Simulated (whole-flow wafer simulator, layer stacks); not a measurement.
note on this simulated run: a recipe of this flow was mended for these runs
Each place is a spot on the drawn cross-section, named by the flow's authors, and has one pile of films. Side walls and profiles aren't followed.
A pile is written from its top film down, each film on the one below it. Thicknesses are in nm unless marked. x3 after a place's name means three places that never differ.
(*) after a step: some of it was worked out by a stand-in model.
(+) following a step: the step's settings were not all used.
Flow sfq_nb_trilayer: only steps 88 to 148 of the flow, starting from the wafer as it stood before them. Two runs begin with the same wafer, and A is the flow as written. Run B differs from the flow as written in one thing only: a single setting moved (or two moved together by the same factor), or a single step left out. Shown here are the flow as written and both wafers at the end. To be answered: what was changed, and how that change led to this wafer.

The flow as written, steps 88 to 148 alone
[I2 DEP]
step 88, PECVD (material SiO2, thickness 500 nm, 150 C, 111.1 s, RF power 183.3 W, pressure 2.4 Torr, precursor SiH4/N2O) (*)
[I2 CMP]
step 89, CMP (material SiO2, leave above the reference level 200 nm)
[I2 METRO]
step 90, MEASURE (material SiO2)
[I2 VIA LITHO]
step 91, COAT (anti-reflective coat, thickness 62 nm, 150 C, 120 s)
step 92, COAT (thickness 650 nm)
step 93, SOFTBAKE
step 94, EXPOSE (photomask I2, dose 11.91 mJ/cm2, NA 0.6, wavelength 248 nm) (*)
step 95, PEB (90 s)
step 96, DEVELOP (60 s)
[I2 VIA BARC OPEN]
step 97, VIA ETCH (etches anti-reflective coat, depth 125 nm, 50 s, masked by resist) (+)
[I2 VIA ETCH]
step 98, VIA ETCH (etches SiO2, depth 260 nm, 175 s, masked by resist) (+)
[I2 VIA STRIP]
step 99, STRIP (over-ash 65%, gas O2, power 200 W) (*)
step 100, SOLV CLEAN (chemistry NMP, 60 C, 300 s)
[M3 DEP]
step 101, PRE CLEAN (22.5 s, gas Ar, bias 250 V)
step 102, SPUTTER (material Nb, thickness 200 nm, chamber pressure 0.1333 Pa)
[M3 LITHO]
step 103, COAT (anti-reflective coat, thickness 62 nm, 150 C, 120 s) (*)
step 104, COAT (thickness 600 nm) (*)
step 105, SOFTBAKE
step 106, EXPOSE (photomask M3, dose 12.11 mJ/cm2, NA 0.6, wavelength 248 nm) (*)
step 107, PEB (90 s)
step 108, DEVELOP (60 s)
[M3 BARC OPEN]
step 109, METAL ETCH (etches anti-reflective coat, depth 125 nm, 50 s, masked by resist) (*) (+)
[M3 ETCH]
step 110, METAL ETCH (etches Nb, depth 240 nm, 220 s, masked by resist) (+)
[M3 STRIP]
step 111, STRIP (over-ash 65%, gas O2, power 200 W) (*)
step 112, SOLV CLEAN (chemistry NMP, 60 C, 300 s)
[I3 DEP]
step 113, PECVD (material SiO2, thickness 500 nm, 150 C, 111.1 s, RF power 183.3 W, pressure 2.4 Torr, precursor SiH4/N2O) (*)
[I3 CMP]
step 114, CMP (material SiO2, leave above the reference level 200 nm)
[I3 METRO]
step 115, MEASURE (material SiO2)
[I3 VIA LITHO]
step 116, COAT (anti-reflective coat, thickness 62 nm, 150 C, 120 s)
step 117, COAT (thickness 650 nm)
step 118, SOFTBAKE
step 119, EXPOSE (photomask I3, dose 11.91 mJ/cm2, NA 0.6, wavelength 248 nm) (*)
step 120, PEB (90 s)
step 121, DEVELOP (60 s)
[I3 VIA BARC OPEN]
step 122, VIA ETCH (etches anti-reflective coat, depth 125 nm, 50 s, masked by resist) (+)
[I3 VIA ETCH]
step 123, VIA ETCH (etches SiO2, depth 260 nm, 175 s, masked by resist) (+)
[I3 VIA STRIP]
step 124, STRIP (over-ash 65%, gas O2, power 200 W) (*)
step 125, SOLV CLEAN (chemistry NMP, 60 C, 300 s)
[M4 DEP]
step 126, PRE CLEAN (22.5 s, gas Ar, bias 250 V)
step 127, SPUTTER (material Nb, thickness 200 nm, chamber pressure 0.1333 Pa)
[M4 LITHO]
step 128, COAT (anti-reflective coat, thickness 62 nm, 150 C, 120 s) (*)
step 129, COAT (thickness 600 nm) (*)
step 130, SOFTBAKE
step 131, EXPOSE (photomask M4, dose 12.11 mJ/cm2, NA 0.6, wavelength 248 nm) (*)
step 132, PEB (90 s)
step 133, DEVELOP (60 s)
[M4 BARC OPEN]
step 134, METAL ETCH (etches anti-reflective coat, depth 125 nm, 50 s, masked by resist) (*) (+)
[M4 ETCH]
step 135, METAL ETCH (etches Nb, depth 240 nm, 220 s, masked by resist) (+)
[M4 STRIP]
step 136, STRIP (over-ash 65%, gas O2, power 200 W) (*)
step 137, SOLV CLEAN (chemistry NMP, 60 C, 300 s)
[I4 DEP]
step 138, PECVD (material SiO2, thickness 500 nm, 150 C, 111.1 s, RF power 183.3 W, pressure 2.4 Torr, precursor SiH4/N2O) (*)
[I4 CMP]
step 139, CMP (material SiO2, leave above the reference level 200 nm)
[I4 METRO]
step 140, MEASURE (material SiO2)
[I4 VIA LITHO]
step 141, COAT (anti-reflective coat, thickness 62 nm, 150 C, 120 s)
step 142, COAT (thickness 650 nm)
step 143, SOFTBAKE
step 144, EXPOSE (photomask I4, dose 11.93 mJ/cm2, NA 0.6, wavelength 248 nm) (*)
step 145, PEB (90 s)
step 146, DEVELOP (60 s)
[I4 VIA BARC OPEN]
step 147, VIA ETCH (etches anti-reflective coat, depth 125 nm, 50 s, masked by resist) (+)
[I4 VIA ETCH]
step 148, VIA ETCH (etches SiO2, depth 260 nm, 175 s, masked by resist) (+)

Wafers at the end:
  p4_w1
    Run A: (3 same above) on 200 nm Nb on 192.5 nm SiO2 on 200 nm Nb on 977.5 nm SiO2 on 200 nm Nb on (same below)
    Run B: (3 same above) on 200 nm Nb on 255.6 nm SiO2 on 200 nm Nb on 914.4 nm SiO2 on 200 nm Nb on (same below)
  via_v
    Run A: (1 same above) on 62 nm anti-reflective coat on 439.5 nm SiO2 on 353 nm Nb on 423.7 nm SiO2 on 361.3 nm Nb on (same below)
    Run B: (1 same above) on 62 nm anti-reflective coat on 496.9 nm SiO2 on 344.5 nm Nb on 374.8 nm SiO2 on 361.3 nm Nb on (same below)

Cause: step 88, PECVD: RF power 100.8 W was run, though the flow has RF power 183.3 W.

Step by step, how the change led to this:
  step 88, PECVD (material SiO2, thickness 500 nm, 150 C, 111.1 s, RF power 183.3 W, pressure 2.4 Torr, precursor SiH4/N2O) (*)
      field_l, be, be_sur and 81 more: A SiO2 gains 500 | B SiO2 gains 340.9
      v_sur, via_wl, via_w and 18 more: A SiO2 gains 500 (new film) | B SiO2 gains 340.9 (new film)
      (also at 1 further place)
  step 89, CMP (material SiO2, leave above the reference level 200 nm)
      field_l, be, be_sur and 81 more: A SiO2 loses 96 | B nothing
      via_v: A SiO2 loses 181.6 | B nothing
      (also at 21 further places)
  step 91, COAT (anti-reflective coat, thickness 62 nm, 150 C, 120 s)
      wl_d_sr, m0r_space_l, m0r_space_r, m6r_space_l x2, m6r_space_r x2: A anti-reflective coat gains 62 (new film) | B anti-reflective coat gains 79.4 (new film)
      m0r_line_l x3, m0r_line_r x3: A anti-reflective coat gains 62 (new film) | B anti-reflective coat gains 70.7 (new film)
      (also at 54 further places)
  step 92, COAT (thickness 650 nm)
      via_wl: A KrF-resist-other-grade gains 650 (new film) | B KrF-resist-other-grade gains 630.4 (new film)
      via_w: A KrF-resist-other-grade gains 650 (new film) | B KrF-resist-other-grade gains 628.1 (new film)
      (also at 13 further places)
  step 96, DEVELOP (60 s)
      via_w: A KrF-resist-other-grade loses 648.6 (all of it) | B KrF-resist-other-grade loses 626.8 (all of it)
  step 97, VIA ETCH (etches anti-reflective coat, depth 125 nm, 50 s, masked by resist) (+)
      via_w: A anti-reflective coat loses 62 (all of it), SiO2 loses 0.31 | B anti-reflective coat loses 59.4 (all of it), SiO2 loses 0.33
  step 99, STRIP (over-ash 65%, gas O2, power 200 W) (*)
      m0r_line_l x3, m0r_line_r x3: A KrF-resist-other-grade loses 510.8 (all of it), anti-reflective coat loses 62 (all of it) | B KrF-resist-other-grade loses 520.2 (all of it), anti-reflective coat loses 70.7 (all of it)
      m0r_space_l, m0r_space_r, m6r_space_l x2, m6r_space_r x2: A KrF-resist-other-grade loses 510.8 (all of it), anti-reflective coat loses 62 (all of it) | B KrF-resist-other-grade loses 513 (all of it), anti-reflective coat loses 79.4 (all of it)
      (also at 56 further places)
  step 103, COAT (anti-reflective coat, thickness 62 nm, 150 C, 120 s) (*)
      m0r_line_l x3, m0r_line_r x3: A anti-reflective coat gains 62 (new film) | B anti-reflective coat gains 68.8 (new film)
      m0r_space_l, m0r_space_r, m6r_space_l x2, m6r_space_r x2: A anti-reflective coat gains 62 (new film) | B anti-reflective coat gains 77.1 (new film)
      (also at 53 further places)
  step 104, COAT (thickness 600 nm) (*)
      v_sur: A KrF-resist-other-grade gains 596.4 (new film) | B KrF-resist-other-grade gains 579.3 (new film)
      via_wl: A KrF-resist-other-grade gains 616.5 (new film) | B KrF-resist-other-grade gains 591.2 (new film)
      (also at 13 further places)
  step 108, DEVELOP (60 s)
      wl_d_sl: A KrF-resist-other-grade loses 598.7 (all of it) | B KrF-resist-other-grade loses 615 (all of it)
      wl_d_m1: A KrF-resist-other-grade loses 598.7 (all of it) | B KrF-resist-other-grade loses 621.1 (all of it)
      (also at 6 further places)
  step 109, METAL ETCH (etches anti-reflective coat, depth 125 nm, 50 s, masked by resist) (*) (+)
      m0r_line_l x3, m0r_line_r x3: A anti-reflective coat loses 62 (all of it) | B anti-reflective coat loses 68.8 (all of it)
      m0r_space_l, m0r_space_r, m6r_space_l x2, m6r_space_r x2: A anti-reflective coat loses 62 (all of it) | B anti-reflective coat loses 77.1 (all of it)
      (also at 35 further places)
  step 111, STRIP (over-ash 65%, gas O2, power 200 W) (*)
      wl_a_sr, wl_b_sl: A KrF-resist-other-grade loses 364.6 (all of it), anti-reflective coat loses 62 (all of it) | B KrF-resist-other-grade loses 358.3 (all of it), anti-reflective coat loses 60.4 (all of it)
      v_sur: A KrF-resist-other-grade loses 361 (all of it), anti-reflective coat loses 46 (all of it) | B KrF-resist-other-grade loses 344 (all of it), anti-reflective coat loses 33.3 (all of it)
      (also at 20 further places)
  step 114, CMP (material SiO2, leave above the reference level 200 nm)
      field_l, be, be_sur and 64 more: A SiO2 loses 96 | B SiO2 loses 32.9
      p4_w1, p4_w2, p4_w3 and 6 more: A SiO2 loses 300 | B SiO2 loses 236.9
      (also at 9 further places)
  step 123, VIA ETCH (etches SiO2, depth 260 nm, 175 s, masked by resist) (+)
      via_v: A SiO2 loses 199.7 (all of it), Nb loses 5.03 | B SiO2 loses 251.4 (all of it), Nb loses 0.72
  step 127, SPUTTER (material Nb, thickness 200 nm, chamber pressure 0.1333 Pa)
      via_v: A Nb gains 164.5 | B Nb gains 154.4
  step 128, COAT (anti-reflective coat, thickness 62 nm, 150 C, 120 s) (*)
      via_v: A anti-reflective coat gains 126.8 (new film) | B anti-reflective coat gains 137.2 (new film)
  ... 2 further steps ...
  step 138, PECVD (material SiO2, thickness 500 nm, 150 C, 111.1 s, RF power 183.3 W, pressure 2.4 Torr, precursor SiH4/N2O) (*)
      via_v: A SiO2 gains 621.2 (new film) | B SiO2 gains 678.6 (new film)
